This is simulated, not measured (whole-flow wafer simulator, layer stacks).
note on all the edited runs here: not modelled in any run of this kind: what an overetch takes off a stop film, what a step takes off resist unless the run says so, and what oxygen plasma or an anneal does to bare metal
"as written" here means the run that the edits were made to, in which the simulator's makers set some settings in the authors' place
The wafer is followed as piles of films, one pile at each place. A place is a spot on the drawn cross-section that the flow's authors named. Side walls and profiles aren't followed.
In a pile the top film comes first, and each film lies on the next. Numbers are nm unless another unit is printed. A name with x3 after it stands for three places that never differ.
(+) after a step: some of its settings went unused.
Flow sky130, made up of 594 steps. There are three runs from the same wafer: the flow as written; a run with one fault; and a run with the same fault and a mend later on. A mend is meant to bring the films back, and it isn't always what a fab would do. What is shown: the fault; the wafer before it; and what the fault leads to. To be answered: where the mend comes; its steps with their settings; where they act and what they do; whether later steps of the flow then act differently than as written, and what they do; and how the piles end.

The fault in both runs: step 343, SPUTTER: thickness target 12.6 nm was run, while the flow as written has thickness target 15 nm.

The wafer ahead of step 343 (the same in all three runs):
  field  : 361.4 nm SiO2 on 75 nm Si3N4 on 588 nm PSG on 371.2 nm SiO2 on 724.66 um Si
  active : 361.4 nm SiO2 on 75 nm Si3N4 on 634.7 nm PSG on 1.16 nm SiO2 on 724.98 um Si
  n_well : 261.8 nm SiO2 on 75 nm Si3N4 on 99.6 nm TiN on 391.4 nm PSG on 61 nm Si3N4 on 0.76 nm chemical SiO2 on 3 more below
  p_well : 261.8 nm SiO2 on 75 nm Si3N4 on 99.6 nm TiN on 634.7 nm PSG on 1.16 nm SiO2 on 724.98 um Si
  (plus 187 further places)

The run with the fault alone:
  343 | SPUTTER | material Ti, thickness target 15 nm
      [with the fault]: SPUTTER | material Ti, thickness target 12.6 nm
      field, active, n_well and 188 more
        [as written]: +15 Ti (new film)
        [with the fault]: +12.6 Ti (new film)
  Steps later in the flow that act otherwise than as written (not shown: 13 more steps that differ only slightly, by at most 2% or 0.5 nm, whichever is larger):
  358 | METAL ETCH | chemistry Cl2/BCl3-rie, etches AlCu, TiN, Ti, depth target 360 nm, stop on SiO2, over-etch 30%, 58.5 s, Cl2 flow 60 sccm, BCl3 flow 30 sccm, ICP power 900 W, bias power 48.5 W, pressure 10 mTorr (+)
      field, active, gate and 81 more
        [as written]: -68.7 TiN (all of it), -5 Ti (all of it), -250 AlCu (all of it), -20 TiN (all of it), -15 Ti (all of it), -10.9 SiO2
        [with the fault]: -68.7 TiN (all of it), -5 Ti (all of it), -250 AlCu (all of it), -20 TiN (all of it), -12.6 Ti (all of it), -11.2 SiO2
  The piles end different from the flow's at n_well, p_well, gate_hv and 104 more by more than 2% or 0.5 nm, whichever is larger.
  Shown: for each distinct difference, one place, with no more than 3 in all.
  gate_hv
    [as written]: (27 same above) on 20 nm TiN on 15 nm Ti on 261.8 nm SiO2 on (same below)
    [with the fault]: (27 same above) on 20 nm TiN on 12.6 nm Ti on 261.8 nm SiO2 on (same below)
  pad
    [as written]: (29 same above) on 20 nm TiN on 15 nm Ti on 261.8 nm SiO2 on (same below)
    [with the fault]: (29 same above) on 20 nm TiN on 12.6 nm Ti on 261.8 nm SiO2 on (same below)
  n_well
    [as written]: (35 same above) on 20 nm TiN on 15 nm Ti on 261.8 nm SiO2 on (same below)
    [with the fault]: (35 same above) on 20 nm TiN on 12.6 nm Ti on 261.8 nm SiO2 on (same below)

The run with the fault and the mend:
  The mend follows step 343.
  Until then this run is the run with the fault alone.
  343a | SPUTTER | material Ti, thickness target 2.4 nm (a further turn of the flow's step 343, with different settings)
      field, active, n_well and 188 more
        +2.4 Ti
  Later steps of the flow that are run all act as written at every place that is followed.
  At every place that both follow, the piles at the end match the flow's.
